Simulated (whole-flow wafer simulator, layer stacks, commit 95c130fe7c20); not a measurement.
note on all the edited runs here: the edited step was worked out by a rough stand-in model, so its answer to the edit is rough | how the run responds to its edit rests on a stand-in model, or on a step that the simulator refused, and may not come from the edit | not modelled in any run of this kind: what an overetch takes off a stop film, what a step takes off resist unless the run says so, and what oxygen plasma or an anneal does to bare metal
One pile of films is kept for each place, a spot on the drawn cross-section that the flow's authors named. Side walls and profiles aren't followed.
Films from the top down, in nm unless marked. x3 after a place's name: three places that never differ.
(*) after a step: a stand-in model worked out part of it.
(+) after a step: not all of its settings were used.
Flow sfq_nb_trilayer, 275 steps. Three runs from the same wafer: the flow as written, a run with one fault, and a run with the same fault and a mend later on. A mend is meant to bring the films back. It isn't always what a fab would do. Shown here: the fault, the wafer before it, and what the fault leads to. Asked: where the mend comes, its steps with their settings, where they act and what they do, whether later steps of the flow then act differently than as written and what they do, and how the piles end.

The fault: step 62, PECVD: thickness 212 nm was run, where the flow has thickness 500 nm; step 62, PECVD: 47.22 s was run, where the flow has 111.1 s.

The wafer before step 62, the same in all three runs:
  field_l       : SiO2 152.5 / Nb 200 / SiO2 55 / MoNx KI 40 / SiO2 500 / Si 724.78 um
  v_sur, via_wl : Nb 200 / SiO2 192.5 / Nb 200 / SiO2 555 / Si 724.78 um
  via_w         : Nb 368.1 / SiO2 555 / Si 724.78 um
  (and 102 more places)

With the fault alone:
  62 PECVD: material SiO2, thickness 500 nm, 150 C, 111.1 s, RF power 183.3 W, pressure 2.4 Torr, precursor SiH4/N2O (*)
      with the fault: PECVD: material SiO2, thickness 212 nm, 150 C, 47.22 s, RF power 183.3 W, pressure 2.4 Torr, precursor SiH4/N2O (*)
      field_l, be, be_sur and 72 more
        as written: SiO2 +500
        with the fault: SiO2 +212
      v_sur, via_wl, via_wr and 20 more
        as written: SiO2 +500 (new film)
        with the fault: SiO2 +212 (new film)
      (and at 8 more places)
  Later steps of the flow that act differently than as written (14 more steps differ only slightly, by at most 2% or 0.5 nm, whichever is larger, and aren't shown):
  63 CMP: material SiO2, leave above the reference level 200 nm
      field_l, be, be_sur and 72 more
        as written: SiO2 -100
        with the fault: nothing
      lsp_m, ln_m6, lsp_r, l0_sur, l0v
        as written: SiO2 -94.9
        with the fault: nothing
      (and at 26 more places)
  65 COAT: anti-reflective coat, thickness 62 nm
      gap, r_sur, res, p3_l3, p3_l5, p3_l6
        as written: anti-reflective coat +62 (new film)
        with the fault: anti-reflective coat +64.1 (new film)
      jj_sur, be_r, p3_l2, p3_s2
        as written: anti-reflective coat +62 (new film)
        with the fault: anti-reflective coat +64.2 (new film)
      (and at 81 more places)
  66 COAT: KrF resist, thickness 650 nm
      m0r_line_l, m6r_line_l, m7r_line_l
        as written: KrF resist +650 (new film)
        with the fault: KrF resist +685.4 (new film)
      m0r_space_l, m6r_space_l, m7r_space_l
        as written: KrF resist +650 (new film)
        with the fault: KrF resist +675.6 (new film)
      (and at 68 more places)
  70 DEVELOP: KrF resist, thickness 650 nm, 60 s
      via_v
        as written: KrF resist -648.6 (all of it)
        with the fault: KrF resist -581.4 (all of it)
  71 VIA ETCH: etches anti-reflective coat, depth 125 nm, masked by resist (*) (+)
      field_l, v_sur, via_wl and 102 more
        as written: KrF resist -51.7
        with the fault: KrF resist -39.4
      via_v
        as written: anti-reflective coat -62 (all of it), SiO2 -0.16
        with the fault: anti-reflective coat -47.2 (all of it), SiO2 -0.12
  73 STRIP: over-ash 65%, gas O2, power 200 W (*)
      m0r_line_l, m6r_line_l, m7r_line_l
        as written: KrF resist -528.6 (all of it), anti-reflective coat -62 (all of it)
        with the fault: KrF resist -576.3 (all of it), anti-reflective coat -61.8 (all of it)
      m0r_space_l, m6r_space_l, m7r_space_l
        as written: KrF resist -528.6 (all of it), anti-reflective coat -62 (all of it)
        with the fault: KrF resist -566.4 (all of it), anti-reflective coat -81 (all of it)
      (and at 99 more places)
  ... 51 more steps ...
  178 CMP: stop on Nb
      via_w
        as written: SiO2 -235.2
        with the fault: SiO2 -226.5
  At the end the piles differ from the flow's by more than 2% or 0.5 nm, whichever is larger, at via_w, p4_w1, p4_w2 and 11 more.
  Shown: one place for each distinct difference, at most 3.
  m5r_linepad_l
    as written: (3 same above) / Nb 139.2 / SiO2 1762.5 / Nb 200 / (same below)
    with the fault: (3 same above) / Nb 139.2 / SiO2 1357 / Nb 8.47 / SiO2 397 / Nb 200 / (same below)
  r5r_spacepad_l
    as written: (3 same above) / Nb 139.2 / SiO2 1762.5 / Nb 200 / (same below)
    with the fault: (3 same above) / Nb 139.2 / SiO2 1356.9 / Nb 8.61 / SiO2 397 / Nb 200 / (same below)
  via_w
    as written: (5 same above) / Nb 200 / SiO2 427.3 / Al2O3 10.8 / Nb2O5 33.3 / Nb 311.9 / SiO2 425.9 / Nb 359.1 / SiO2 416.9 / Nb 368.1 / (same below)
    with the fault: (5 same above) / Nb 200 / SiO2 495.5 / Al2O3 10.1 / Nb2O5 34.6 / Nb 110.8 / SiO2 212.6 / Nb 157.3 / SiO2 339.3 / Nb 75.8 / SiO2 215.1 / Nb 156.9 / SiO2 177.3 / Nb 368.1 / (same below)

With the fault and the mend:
  The mend comes after step 62.
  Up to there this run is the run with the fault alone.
  62a PECVD: material SiO2, thickness 288 nm, 150 C, 64 s, RF power 183.3 W, pressure 2.4 Torr, precursor SiH4/N2O (*) (the flow's step 62 once more, with other settings)
      field_l, v_sur, via_wl and 102 more
        SiO2 +288
      via_w
        SiO2 +396.6
  Later steps of the flow that act differently than as written:
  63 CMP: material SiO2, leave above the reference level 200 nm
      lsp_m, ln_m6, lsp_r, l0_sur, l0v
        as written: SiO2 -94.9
        with the mend: SiO2 -100
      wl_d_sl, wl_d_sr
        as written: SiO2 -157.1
        with the mend: SiO2 -100
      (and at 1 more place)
  At the end the piles are the same as the flow's at every place that both follow.
